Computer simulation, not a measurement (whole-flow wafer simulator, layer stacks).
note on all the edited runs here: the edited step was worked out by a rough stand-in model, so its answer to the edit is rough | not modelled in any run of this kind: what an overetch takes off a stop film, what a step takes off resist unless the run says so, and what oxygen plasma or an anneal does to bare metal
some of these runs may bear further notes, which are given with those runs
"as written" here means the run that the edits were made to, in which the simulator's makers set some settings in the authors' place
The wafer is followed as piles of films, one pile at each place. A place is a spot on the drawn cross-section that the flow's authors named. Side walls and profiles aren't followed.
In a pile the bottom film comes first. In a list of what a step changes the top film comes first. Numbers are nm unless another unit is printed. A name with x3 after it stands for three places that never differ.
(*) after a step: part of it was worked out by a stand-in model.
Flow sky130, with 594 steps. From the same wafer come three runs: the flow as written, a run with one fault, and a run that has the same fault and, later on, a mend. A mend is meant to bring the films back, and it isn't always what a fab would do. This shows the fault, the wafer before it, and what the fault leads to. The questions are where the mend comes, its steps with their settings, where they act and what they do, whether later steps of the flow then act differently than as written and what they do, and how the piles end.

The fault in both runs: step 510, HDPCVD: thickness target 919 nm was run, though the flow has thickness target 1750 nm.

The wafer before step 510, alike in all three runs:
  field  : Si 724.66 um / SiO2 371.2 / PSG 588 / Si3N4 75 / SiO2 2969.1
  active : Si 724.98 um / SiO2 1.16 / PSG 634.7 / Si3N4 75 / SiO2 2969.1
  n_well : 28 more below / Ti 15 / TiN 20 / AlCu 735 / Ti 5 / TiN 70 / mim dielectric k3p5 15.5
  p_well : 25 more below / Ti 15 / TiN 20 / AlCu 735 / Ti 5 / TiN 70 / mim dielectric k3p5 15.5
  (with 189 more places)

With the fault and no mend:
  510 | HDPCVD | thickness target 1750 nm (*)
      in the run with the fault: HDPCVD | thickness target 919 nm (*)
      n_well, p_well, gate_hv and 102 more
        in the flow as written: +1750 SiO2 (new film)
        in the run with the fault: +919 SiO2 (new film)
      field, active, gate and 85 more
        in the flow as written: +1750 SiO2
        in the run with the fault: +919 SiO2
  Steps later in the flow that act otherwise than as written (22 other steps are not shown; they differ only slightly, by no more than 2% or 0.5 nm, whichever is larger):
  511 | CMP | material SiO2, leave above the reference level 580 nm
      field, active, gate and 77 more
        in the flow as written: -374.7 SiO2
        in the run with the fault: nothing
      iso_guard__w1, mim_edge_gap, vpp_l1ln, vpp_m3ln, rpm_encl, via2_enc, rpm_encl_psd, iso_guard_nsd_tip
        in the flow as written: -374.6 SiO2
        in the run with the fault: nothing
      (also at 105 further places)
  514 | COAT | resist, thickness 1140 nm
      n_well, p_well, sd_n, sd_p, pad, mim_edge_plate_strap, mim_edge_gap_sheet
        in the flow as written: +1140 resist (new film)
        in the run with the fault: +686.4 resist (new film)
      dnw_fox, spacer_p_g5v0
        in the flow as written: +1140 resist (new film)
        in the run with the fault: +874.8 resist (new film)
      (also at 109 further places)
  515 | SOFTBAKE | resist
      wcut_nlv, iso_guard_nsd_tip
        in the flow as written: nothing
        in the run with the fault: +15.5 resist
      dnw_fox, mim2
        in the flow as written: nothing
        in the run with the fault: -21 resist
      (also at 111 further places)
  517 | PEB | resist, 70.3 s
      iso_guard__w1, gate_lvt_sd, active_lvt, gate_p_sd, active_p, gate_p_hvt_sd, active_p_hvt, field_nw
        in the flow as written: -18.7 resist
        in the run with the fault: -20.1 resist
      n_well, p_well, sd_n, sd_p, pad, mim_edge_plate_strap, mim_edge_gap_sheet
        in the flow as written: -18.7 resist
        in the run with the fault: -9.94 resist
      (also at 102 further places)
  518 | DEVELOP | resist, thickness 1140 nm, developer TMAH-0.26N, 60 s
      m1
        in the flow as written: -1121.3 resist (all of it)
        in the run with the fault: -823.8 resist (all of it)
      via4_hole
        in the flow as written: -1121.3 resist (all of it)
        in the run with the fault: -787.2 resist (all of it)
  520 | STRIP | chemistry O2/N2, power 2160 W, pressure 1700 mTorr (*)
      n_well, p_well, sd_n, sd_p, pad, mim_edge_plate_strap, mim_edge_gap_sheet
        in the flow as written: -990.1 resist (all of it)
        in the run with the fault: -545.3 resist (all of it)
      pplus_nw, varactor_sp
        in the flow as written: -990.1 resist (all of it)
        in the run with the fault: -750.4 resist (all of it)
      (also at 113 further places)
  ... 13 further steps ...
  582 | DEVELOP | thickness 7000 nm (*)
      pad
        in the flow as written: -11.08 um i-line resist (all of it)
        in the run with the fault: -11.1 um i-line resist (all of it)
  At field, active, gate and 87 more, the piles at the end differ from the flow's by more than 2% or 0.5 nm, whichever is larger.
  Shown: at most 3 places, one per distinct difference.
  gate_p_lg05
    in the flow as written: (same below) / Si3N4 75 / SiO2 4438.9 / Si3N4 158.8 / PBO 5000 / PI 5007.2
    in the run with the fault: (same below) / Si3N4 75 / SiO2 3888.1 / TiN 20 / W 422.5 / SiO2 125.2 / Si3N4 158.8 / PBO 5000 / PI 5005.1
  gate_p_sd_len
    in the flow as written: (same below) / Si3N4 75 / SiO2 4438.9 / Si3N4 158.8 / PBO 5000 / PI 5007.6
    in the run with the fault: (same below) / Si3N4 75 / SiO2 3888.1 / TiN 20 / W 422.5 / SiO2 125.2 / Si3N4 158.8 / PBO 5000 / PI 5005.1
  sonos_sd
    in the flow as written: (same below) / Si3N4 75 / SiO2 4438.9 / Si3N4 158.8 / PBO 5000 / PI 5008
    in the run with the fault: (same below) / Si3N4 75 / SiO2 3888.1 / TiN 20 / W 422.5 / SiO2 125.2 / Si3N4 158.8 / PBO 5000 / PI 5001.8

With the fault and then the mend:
  The mend follows step 510.
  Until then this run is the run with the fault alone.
  510a | HDPCVD | thickness target 831 nm (*) (a further turn of the flow's step 510, with different settings)
      field, active, n_well and 190 more
        +831 SiO2
  Every later step of the flow that is run acts as written at every place that is followed.
  At every place that both follow, the piles at the end match the flow's.
